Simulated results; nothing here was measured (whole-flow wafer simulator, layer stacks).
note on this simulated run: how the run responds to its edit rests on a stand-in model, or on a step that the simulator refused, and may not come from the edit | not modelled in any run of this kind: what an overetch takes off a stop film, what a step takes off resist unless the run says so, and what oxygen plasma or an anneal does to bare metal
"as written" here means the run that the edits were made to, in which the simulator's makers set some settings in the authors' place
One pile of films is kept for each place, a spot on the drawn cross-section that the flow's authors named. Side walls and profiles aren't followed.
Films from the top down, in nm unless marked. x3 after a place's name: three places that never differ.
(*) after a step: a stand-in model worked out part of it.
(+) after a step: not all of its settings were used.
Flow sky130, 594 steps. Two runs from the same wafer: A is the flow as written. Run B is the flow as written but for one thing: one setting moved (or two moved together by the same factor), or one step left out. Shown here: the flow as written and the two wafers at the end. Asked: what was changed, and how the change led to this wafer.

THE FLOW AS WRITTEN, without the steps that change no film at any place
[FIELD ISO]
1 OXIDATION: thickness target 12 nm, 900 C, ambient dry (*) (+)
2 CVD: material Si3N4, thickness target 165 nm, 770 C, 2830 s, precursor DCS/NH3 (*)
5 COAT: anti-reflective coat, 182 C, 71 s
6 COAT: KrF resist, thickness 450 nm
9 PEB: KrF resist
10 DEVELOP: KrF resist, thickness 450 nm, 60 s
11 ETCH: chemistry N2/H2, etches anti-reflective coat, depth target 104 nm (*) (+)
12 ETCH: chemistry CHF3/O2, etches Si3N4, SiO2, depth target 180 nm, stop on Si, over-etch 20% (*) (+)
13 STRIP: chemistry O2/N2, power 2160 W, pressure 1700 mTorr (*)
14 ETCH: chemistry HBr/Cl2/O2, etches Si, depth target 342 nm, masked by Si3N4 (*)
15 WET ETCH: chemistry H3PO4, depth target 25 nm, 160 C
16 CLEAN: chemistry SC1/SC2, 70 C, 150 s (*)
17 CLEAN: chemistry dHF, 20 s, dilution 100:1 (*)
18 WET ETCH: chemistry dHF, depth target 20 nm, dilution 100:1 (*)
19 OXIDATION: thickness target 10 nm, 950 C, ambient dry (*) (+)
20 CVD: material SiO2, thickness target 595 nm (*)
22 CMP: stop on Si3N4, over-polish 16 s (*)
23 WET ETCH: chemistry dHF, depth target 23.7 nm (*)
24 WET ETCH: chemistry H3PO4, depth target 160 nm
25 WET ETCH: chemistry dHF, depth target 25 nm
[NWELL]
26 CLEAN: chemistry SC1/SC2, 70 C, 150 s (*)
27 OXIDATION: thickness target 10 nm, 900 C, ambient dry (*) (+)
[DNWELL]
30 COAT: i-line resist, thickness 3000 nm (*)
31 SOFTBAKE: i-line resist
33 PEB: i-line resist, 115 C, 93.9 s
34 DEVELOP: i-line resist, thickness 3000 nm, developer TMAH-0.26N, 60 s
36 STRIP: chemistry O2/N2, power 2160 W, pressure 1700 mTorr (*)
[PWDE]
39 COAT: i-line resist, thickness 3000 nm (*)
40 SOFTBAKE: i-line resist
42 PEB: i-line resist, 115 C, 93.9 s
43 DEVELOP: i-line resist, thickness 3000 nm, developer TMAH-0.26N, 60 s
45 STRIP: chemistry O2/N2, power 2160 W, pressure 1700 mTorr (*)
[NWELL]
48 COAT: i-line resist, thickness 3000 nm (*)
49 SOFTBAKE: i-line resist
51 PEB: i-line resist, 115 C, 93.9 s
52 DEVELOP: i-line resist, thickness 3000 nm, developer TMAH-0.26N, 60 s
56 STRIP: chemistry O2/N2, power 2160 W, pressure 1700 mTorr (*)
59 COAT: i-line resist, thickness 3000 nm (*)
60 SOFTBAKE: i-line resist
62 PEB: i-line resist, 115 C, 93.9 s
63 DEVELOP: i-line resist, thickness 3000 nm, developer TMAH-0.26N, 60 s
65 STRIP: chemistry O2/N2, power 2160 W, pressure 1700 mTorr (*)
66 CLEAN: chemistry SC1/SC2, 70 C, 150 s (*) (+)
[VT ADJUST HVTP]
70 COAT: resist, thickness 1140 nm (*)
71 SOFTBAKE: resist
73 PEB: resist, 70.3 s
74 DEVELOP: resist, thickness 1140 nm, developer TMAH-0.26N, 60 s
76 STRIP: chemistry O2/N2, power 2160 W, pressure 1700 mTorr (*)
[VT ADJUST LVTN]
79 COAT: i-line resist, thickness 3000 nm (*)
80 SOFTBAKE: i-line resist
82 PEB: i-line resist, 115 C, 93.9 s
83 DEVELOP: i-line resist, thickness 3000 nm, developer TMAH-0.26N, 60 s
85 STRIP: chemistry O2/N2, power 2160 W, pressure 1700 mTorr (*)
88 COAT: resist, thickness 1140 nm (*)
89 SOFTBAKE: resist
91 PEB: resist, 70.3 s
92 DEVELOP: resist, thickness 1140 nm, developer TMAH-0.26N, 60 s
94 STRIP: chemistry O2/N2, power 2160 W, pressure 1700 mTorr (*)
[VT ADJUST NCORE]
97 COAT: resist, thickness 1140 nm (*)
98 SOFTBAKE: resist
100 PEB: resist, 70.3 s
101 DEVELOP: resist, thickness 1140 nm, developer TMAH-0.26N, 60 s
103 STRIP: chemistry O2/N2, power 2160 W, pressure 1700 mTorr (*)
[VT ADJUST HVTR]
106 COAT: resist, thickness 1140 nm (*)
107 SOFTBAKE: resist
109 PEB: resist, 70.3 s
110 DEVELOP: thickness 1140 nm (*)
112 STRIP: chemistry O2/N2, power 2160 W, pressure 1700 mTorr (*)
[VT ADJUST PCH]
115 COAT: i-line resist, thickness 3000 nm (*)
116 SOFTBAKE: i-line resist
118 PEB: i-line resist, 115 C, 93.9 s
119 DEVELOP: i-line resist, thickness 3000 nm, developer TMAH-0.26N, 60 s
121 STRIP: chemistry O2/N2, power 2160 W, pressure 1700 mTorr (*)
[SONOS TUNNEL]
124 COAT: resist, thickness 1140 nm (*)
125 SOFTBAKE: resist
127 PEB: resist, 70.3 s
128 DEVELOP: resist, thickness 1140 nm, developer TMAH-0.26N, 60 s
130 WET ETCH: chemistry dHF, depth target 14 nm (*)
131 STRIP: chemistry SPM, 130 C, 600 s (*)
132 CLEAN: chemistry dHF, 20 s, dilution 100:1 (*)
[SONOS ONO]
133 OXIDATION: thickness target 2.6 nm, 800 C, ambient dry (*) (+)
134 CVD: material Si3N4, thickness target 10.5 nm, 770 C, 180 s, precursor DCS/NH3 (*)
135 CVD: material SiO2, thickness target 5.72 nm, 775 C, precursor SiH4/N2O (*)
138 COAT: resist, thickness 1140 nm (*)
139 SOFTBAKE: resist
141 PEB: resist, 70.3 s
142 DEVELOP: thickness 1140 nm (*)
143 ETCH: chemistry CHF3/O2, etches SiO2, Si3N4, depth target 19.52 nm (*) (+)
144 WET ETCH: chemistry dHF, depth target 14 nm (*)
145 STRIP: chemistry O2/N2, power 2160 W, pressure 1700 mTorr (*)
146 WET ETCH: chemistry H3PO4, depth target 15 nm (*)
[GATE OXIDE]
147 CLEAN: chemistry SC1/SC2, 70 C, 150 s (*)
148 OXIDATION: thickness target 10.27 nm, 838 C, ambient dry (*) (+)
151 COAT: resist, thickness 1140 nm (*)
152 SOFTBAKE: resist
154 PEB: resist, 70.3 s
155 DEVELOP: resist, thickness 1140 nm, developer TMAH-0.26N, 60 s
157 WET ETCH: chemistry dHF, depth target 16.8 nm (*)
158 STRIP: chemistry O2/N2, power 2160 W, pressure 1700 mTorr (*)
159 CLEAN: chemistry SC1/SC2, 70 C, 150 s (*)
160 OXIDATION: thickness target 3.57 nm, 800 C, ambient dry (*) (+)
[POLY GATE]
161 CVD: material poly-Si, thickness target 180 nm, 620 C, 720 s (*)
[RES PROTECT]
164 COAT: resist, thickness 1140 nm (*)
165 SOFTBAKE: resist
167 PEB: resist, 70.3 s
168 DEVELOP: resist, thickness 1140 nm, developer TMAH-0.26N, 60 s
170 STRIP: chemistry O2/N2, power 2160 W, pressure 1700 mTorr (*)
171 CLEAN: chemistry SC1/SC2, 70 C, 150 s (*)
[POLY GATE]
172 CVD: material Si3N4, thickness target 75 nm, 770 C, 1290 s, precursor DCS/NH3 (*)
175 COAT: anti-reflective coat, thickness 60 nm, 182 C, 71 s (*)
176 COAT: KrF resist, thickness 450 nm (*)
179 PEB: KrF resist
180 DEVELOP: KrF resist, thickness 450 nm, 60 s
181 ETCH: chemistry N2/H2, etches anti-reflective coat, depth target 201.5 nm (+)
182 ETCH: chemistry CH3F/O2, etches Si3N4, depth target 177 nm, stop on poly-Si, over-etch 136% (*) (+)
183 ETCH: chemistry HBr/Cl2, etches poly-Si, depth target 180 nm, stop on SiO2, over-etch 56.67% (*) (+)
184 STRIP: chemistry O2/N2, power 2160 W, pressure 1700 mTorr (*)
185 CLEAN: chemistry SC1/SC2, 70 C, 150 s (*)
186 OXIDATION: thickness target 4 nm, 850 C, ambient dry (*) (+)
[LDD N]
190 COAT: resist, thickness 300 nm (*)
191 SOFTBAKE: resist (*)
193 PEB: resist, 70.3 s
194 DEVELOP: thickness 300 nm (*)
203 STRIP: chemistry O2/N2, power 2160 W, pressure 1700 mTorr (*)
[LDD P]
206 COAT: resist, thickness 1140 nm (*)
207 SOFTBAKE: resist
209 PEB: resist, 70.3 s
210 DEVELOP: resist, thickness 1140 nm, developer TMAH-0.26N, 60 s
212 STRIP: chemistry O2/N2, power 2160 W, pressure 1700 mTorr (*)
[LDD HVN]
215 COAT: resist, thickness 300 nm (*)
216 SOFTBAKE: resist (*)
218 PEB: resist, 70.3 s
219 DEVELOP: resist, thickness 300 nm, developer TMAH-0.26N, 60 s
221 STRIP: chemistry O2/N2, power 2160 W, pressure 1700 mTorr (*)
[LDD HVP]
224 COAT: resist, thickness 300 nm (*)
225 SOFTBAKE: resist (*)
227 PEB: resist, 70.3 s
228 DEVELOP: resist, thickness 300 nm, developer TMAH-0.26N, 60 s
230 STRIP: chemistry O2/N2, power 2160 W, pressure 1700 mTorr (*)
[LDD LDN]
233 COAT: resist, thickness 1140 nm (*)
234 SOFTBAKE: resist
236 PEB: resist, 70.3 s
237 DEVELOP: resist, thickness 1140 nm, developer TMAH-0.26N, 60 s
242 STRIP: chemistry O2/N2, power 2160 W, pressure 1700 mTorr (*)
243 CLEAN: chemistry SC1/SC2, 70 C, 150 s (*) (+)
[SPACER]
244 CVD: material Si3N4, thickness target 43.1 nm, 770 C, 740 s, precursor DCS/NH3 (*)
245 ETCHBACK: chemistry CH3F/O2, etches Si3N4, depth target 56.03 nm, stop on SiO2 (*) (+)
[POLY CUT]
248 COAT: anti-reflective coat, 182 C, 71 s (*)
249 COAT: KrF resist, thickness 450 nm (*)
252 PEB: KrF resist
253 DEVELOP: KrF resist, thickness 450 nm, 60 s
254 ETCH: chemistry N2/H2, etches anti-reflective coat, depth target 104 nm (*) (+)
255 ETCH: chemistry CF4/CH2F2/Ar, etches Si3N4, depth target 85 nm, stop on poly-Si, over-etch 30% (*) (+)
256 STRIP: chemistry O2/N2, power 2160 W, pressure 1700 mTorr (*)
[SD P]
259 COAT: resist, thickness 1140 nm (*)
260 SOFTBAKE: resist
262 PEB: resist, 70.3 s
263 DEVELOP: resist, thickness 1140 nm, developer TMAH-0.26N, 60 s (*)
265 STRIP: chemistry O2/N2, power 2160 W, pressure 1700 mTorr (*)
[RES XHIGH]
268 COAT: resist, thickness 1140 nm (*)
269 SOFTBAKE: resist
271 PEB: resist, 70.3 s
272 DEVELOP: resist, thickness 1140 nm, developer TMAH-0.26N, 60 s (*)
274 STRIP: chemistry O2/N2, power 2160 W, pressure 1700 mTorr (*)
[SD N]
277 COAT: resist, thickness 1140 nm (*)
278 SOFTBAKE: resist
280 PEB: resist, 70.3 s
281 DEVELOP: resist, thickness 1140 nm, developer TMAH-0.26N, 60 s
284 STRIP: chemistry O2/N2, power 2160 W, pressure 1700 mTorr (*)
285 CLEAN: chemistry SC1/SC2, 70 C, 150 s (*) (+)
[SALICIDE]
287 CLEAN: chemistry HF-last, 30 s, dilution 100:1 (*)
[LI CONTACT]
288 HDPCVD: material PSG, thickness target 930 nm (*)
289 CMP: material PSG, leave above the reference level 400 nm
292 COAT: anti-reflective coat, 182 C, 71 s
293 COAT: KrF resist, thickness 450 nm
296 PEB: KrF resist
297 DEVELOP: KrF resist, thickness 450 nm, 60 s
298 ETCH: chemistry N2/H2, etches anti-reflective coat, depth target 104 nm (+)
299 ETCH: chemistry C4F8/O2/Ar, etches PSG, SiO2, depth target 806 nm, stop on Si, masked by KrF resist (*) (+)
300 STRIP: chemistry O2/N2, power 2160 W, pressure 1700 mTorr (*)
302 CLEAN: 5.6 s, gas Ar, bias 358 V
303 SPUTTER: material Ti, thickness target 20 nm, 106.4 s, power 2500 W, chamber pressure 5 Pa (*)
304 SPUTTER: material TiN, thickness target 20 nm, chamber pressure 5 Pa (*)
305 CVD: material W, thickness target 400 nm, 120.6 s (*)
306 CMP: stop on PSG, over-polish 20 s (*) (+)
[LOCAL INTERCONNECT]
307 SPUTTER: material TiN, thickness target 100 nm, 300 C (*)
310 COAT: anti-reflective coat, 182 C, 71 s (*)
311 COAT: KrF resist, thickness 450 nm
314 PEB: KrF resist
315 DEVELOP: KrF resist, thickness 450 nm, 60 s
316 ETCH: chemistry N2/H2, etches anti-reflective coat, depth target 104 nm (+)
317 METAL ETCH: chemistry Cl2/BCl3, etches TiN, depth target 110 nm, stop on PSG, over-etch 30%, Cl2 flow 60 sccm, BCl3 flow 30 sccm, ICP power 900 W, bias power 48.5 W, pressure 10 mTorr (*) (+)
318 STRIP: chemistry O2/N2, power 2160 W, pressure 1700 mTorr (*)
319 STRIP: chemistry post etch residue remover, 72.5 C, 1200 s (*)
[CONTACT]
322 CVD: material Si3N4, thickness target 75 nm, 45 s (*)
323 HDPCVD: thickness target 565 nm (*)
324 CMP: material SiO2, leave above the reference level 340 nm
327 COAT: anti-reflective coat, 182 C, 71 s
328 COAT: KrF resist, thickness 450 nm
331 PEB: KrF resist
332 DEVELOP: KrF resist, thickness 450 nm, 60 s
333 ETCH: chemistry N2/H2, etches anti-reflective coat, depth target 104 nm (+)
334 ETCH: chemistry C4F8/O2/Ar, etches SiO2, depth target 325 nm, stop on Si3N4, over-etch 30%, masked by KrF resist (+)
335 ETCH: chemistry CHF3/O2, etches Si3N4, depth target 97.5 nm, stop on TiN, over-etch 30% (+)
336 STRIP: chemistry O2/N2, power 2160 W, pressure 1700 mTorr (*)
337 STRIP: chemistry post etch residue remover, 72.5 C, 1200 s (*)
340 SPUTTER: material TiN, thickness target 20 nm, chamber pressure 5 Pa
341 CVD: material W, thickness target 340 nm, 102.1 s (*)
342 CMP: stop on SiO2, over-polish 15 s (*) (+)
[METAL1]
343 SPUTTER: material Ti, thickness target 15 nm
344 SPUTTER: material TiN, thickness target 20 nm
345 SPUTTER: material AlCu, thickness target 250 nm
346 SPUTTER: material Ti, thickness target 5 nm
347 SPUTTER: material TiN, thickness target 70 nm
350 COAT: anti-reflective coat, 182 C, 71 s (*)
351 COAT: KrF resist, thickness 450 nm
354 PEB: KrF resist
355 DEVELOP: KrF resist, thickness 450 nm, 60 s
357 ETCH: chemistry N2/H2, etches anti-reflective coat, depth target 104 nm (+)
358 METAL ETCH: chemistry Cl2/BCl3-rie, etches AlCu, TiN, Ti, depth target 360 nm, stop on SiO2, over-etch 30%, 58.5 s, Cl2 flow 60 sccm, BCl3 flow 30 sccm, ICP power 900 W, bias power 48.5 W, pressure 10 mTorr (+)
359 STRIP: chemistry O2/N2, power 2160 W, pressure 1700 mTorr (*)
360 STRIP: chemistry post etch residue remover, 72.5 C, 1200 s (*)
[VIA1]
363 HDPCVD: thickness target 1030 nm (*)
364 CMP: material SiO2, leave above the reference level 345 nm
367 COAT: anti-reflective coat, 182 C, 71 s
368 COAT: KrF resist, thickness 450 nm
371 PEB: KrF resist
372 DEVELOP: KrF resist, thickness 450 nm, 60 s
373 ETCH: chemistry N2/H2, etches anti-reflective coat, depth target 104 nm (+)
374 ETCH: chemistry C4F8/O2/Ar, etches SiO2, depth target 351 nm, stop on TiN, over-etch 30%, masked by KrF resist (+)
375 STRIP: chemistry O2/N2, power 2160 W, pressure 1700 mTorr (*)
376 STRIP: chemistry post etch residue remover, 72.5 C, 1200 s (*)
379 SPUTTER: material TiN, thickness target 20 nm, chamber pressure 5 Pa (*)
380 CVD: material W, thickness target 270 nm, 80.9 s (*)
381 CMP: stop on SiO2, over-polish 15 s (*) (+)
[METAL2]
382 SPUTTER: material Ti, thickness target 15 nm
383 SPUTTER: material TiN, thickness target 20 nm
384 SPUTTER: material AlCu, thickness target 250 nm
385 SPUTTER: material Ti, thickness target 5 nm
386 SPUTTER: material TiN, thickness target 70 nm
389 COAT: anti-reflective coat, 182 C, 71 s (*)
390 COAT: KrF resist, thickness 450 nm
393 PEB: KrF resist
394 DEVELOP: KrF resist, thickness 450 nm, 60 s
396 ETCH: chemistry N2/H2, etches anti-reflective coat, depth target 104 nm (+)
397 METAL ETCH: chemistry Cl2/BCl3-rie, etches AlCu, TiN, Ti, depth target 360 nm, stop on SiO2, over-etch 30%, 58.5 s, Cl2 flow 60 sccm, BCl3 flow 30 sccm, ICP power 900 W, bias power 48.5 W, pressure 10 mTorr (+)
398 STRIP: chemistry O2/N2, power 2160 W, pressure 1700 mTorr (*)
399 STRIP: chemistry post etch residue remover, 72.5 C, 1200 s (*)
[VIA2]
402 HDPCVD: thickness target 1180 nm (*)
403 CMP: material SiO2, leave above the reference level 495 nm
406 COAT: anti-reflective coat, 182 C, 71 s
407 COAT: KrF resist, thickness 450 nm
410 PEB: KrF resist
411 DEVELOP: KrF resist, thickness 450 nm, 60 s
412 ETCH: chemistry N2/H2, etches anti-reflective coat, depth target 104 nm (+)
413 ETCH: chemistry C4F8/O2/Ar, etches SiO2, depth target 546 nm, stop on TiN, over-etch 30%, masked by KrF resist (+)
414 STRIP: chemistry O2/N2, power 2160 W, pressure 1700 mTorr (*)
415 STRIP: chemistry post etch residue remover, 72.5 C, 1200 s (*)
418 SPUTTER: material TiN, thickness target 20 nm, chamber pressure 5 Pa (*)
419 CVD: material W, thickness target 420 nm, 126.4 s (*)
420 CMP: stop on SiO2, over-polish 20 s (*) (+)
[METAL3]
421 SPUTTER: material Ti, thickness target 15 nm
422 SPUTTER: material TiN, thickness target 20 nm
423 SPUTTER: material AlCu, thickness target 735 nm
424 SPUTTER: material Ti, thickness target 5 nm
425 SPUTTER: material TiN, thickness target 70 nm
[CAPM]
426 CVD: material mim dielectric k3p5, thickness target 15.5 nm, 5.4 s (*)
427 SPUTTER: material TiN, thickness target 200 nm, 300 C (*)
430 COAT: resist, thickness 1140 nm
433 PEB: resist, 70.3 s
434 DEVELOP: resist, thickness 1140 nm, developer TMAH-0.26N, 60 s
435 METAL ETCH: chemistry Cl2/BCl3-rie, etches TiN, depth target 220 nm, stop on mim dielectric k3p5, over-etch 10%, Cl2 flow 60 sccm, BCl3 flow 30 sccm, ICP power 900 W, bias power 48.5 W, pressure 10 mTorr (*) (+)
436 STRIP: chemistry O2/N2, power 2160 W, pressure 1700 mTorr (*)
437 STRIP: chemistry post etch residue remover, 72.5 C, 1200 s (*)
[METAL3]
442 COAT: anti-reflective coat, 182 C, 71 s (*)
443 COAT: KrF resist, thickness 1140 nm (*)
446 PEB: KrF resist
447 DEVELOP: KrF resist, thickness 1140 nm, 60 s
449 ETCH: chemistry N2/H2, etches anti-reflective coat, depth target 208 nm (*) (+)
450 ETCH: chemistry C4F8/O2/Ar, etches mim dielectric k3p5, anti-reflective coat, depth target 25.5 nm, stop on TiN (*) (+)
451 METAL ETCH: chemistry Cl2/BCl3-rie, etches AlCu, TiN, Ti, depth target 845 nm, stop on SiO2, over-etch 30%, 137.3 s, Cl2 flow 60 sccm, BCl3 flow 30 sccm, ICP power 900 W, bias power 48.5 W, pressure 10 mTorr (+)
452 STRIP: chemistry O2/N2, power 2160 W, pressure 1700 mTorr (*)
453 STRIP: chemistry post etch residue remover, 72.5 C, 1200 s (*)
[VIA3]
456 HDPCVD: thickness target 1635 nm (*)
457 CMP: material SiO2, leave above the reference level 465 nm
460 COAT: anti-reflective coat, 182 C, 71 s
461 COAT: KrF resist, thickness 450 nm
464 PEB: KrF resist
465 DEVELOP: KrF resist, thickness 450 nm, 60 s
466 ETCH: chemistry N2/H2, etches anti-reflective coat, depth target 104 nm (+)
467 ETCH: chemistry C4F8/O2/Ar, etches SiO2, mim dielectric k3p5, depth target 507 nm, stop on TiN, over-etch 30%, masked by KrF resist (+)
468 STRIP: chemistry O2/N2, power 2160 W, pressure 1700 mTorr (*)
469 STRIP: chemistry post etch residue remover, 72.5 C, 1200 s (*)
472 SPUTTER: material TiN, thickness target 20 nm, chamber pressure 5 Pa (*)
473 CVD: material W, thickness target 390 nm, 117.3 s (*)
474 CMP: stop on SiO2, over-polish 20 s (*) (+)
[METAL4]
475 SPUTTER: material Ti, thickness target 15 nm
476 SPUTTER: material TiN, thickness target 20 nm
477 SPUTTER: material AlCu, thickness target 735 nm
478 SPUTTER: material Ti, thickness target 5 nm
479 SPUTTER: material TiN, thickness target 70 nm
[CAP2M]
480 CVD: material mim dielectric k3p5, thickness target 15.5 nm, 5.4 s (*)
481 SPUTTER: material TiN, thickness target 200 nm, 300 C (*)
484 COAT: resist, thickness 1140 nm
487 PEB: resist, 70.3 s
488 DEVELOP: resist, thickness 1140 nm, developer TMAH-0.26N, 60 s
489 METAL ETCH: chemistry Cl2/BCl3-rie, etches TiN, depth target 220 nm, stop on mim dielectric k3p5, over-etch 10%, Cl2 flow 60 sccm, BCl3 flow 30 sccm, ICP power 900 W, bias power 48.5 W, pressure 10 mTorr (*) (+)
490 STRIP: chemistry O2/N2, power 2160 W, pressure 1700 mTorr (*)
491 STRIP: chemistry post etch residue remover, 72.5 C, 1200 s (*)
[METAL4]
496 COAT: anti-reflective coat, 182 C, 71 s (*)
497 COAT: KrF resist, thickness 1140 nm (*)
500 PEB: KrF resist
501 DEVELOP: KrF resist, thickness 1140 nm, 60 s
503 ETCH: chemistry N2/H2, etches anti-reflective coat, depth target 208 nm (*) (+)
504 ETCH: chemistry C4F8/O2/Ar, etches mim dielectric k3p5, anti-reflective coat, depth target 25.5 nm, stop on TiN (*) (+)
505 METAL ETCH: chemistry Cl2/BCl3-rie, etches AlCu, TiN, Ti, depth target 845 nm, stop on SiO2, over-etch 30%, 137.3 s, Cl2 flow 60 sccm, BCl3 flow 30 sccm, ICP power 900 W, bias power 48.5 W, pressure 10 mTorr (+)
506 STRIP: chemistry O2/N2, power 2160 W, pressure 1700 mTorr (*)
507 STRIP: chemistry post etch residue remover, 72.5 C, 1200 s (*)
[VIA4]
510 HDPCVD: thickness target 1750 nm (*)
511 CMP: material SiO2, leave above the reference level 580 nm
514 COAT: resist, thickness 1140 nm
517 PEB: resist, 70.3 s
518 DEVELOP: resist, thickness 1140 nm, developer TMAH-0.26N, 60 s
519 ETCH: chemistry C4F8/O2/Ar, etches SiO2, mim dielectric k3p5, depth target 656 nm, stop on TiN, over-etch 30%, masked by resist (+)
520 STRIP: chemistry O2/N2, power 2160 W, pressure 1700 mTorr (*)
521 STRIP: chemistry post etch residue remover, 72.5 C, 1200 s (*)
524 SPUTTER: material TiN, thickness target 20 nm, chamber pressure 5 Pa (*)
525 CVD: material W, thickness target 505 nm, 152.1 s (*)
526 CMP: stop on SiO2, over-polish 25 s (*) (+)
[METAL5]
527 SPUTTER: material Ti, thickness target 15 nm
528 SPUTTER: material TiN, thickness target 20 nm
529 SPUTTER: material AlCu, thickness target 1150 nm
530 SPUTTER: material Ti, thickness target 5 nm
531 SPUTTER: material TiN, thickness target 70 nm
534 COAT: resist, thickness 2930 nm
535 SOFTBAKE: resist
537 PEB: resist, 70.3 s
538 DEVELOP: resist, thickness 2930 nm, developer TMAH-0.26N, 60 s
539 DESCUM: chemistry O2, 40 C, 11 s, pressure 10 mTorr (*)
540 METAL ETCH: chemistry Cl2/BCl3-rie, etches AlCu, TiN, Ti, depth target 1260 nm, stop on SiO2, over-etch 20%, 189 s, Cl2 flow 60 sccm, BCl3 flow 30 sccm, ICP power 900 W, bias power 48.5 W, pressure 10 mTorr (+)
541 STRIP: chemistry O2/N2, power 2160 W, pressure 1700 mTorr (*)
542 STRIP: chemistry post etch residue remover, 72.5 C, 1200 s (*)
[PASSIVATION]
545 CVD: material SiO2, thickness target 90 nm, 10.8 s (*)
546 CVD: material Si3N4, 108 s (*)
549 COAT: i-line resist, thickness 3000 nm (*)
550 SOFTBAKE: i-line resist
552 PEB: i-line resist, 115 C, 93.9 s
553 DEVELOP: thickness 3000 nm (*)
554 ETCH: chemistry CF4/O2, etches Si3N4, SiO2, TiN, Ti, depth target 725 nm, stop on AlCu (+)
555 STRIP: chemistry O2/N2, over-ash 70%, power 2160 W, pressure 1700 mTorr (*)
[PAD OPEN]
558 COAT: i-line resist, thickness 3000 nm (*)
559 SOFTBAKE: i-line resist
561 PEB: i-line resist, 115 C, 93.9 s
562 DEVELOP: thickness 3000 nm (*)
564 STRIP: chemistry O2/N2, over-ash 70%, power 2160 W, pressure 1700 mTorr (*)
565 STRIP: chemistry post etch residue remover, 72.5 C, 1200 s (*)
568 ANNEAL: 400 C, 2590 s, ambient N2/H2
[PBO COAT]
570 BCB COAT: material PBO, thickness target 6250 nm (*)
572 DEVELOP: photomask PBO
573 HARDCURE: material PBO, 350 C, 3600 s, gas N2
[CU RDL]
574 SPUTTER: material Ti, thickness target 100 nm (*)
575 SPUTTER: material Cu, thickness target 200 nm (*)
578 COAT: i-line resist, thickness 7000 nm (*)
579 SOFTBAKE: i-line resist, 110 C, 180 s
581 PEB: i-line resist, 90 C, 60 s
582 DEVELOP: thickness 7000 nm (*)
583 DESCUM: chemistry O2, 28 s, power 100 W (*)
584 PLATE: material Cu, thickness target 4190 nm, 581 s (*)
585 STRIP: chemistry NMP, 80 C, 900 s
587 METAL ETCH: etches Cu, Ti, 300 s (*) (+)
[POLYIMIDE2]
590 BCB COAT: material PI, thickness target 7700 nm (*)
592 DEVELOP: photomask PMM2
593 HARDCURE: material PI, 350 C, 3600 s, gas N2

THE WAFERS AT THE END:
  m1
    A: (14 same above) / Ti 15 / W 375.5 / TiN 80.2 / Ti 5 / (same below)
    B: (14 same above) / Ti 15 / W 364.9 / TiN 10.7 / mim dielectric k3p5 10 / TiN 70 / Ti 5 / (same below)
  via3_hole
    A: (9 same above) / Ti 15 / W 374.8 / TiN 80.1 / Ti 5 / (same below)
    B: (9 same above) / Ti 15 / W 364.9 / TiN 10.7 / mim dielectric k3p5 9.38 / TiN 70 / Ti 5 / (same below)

The cause: step 467, ETCH: depth target 380 nm was run, where the flow has depth target 507 nm.

How the change led to this, step by step:
  467 ETCH: chemistry C4F8/O2/Ar, etches SiO2, mim dielectric k3p5, depth target 507 nm, stop on TiN, over-etch 30%, masked by KrF resist (+)
      m1: A SiO2 -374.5 (all of it), mim dielectric k3p5 -15.5 (all of it) | B SiO2 -374.5 (all of it), mim dielectric k3p5 -5.49
      via3_hole: A SiO2 -373.9 (all of it), mim dielectric k3p5 -15.5 (all of it) | B SiO2 -373.9 (all of it), mim dielectric k3p5 -6.12
      (and at 190 more places)
  468 STRIP: chemistry O2/N2, power 2160 W, pressure 1700 mTorr (*)
      field, active, n_well and 187 more: A KrF resist -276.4 (all of it), anti-reflective coat -80 (all of it) | B KrF resist -301.8 (all of it), anti-reflective coat -80 (all of it)
  472 SPUTTER: material TiN, thickness target 20 nm, chamber pressure 5 Pa (*)
      m1, via3_hole: A TiN +10.6 | B TiN +10.7 (new film)
Counting metal films that touch as one body, m1 has 3 bodies (between them, from the top down: mim dielectric k3p5 10; SiO2 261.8 / Si3N4 75); the flow as written gives 2 bodies (between them, from the top down: SiO2 261.8 / Si3N4 75).
Counting metal films that touch as one body, via3_hole has 2 bodies (between them, from the top down: mim dielectric k3p5 9.38); the flow as written gives 1 body.
